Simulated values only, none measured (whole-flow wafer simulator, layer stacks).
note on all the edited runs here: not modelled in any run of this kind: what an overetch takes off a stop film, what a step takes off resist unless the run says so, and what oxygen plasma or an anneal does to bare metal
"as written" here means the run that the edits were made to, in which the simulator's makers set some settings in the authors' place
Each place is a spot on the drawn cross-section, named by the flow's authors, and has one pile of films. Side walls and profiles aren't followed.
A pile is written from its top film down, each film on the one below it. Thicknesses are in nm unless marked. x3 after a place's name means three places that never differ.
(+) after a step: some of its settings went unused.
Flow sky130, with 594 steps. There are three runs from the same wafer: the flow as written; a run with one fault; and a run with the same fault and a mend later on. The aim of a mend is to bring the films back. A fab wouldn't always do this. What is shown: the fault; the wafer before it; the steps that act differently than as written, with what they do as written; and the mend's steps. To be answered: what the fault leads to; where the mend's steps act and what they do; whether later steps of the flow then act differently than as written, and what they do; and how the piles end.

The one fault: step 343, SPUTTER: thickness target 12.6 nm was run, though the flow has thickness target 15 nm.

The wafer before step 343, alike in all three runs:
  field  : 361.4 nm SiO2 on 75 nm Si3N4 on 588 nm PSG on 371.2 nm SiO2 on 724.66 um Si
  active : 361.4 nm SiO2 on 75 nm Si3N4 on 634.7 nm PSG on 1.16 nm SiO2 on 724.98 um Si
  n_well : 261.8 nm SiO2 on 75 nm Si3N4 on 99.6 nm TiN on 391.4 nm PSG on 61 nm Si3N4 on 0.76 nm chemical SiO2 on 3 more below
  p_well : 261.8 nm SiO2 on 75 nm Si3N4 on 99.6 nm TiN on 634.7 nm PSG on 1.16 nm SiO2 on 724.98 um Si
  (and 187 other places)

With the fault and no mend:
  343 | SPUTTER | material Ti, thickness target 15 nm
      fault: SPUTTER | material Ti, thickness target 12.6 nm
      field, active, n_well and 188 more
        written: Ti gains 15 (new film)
        fault: Ti gains 12.6 (new film)
  Later steps of the flow acting differently than as written (13 more steps, not shown, differ only slightly: by at most 2% or 0.5 nm, whichever is larger):
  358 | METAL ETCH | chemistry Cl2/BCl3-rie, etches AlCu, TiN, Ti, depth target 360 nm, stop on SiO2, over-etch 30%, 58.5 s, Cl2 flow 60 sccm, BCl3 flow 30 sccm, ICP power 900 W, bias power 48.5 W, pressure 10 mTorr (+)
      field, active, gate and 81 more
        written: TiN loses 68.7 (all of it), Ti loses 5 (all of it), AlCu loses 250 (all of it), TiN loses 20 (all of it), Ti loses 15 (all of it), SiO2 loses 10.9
        fault: TiN loses 68.7 (all of it), Ti loses 5 (all of it), AlCu loses 250 (all of it), TiN loses 20 (all of it), Ti loses 12.6 (all of it), SiO2 loses 11.2
  At n_well, p_well, gate_hv and 104 more, the piles at the end differ from the flow's by more than 2% or 0.5 nm, whichever is larger.
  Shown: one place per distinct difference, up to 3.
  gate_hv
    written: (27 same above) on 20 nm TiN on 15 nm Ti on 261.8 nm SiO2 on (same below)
    fault: (27 same above) on 20 nm TiN on 12.6 nm Ti on 261.8 nm SiO2 on (same below)
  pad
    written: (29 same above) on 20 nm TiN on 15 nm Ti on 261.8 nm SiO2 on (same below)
    fault: (29 same above) on 20 nm TiN on 12.6 nm Ti on 261.8 nm SiO2 on (same below)
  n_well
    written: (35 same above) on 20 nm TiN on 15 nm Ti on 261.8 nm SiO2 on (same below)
    fault: (35 same above) on 20 nm TiN on 12.6 nm Ti on 261.8 nm SiO2 on (same below)

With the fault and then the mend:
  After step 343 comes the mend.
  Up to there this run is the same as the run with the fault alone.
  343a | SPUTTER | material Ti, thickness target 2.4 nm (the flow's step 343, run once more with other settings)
      field, active, n_well and 188 more
        Ti gains 2.4
  Later steps of the flow that are run all act as written at every place that is followed.
  At every place that both follow, the piles at the end match the flow's.
